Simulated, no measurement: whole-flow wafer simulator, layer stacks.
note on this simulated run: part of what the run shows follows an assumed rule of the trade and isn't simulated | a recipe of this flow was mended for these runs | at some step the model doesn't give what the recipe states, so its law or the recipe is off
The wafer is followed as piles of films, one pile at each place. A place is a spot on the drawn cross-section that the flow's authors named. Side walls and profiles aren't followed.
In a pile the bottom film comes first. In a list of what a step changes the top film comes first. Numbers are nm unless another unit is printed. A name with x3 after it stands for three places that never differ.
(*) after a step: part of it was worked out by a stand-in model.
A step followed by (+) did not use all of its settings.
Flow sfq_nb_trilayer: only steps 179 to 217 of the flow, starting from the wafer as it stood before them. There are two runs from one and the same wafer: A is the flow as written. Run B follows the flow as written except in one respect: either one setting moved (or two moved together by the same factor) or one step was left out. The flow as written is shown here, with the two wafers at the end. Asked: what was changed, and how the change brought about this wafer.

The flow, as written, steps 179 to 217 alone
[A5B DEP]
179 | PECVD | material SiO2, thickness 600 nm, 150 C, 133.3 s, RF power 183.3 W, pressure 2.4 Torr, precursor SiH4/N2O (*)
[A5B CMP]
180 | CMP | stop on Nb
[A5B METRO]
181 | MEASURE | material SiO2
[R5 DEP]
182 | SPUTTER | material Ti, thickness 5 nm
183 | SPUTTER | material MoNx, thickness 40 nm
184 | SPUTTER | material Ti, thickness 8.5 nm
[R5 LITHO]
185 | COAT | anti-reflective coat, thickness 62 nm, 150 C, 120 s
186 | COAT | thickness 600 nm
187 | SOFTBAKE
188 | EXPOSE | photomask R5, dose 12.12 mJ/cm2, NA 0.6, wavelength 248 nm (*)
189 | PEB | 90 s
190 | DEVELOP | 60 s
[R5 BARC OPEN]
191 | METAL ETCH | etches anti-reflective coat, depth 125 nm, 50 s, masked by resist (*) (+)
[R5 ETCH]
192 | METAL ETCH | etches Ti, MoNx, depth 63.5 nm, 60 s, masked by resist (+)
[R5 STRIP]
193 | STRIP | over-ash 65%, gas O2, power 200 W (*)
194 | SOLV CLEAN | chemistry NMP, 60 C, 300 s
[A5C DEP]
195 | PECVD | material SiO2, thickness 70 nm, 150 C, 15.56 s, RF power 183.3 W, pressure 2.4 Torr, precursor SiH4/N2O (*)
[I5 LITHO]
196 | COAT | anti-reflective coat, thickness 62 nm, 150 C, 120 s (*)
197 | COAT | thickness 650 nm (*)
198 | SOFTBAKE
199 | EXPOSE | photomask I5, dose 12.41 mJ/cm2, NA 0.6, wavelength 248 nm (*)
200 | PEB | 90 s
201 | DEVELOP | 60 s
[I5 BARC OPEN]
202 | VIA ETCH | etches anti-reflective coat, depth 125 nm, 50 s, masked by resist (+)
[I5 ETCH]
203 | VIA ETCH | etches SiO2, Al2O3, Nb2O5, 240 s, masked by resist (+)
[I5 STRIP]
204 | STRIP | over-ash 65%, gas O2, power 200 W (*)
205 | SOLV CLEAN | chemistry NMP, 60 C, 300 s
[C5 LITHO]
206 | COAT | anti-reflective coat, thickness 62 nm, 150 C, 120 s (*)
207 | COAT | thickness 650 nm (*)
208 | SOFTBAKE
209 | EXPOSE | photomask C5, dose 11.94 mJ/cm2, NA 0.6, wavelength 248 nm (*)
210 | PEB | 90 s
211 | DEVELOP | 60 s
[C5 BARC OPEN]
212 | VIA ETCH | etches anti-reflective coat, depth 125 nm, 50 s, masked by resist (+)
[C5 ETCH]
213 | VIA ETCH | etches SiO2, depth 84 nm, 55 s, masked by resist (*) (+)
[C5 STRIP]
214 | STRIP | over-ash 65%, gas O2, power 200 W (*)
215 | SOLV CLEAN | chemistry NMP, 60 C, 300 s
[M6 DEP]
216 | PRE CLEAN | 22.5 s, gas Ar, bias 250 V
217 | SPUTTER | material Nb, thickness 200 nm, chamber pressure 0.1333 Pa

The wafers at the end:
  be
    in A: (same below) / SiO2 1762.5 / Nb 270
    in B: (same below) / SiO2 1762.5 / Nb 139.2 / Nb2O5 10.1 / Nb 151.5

What caused this: step 203, VIA ETCH: 162 s was run, while the flow as written has 240 s.

The path from the change to this, step by step:
  203 | VIA ETCH | etches SiO2, Al2O3, Nb2O5, 240 s, masked by resist (+)
      be: A SiO2 loses 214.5 (all of it), Al2O3 loses 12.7 (all of it), Nb2O5 loses 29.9 (all of it), Nb loses 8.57 | B SiO2 loses 214.5 (all of it), Al2O3 loses 12.7 (all of it), Nb2O5 loses 15.8
      field_l, v_sur, via_wl and 102 more: A KrF-resist-other-grade loses 240 | B KrF-resist-other-grade loses 162
  204 | STRIP | over-ash 65%, gas O2, power 200 W (*)
      p4_fl x5, p4_w1 x9, p3_s0 x9, l0r_line_l x3, l0r_space_c x19, m0r_space_l x2: A KrF-resist-other-grade loses 315.7 (all of it), anti-reflective coat loses 62 (all of it) | B KrF-resist-other-grade loses 393.7 (all of it), anti-reflective coat loses 62 (all of it)
      wl_b_sl, wl_b_m5, wl_b_sr and 14 more: A KrF-resist-other-grade loses 315.6 (all of it), anti-reflective coat loses 62 (all of it) | B KrF-resist-other-grade loses 393.6 (all of it), anti-reflective coat loses 62 (all of it)
      (as well as at 41 more places)
  206 | COAT | anti-reflective coat, thickness 62 nm, 150 C, 120 s (*)
      be: A anti-reflective coat gains 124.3 (new film) | B anti-reflective coat gains 120.9 (new film)
  207 | COAT | thickness 650 nm (*)
      be: A KrF-resist-other-grade gains 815 (new film) | B KrF-resist-other-grade gains 798.6 (new film)
  214 | STRIP | over-ash 65%, gas O2, power 200 W (*)
      be: A KrF-resist-other-grade loses 705.8 (all of it), anti-reflective coat loses 124.3 (all of it) | B KrF-resist-other-grade loses 689.4 (all of it), anti-reflective coat loses 120.9 (all of it)
  216 | PRE CLEAN | 22.5 s, gas Ar, bias 250 V
      be: A Nb loses 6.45 | B Nb2O5 loses 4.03
  217 | SPUTTER | material Nb, thickness 200 nm, chamber pressure 0.1333 Pa
      be: A Nb gains 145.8 | B Nb gains 151.5 (new film)
Taking metal films that touch as one body, be has 3 bodies (between them, from the top down: Nb2O5 10.1; SiO2 1762.5); the flow as written gives 2 bodies (between them, from the top down: SiO2 1762.5).
